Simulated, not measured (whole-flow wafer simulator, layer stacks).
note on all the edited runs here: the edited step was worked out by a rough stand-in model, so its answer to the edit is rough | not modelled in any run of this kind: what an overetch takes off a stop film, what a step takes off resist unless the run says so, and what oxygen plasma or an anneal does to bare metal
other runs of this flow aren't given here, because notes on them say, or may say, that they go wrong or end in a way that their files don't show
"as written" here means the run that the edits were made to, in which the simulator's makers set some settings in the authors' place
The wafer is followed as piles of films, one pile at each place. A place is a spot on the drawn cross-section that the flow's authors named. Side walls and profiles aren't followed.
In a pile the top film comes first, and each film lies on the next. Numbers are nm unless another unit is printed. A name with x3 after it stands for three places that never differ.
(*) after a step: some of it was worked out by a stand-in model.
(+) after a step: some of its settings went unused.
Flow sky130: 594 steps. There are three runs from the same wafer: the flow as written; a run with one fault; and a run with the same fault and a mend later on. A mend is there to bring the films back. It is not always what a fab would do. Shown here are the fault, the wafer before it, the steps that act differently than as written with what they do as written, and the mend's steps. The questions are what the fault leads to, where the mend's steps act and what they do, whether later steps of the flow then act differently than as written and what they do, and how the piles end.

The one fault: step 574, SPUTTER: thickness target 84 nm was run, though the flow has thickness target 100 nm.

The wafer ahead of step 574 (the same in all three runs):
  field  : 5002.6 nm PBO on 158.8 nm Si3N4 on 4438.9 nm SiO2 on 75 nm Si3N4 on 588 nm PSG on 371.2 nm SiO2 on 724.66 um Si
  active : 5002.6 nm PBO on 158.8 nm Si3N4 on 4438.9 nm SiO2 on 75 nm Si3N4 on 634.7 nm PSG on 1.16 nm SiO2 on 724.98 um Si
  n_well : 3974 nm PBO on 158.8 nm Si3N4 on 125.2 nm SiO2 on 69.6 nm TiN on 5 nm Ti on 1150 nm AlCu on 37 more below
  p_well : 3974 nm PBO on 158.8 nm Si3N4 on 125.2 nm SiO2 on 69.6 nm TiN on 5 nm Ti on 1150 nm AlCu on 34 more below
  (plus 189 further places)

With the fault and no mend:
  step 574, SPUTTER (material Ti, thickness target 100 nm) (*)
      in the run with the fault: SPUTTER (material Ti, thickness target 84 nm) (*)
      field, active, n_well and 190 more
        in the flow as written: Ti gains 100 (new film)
        in the run with the fault: Ti gains 84 (new film)
  Later steps of the flow acting differently than as written (7 more steps, not shown, differ only slightly: by at most 2% or 0.5 nm, whichever is larger):
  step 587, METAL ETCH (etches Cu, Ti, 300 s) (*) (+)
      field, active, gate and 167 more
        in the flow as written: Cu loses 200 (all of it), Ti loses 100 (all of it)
        in the run with the fault: Cu loses 200 (all of it), Ti loses 84 (all of it)
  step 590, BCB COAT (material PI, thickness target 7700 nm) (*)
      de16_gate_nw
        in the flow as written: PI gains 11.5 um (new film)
        in the run with the fault: PI gains 11.49 um (new film)
  At n_well, p_well, sd_n and 20 more, the piles at the end differ from the flow's by more than 2% or 0.5 nm, whichever is larger.
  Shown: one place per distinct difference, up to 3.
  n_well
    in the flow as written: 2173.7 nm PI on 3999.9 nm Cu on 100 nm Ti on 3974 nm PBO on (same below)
    in the run with the fault: 2184.1 nm PI on 3999.9 nm Cu on 84 nm Ti on 3974 nm PBO on (same below)
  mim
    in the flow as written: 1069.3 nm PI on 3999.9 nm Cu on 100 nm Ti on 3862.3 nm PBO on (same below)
    in the run with the fault: 1084.3 nm PI on 3999.9 nm Cu on 84 nm Ti on 3862.3 nm PBO on (same below)
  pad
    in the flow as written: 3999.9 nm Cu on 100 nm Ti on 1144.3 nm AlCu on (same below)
    in the run with the fault: 3999.9 nm Cu on 84 nm Ti on 1144.3 nm AlCu on (same below)

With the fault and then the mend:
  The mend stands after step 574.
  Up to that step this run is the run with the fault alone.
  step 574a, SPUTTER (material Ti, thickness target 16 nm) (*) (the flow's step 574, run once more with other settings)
      field, active, n_well and 190 more
        Ti gains 16
  Later steps of the flow that are run all act as written at every place that is followed.
  At every place that both follow, the piles at the end match the flow's.
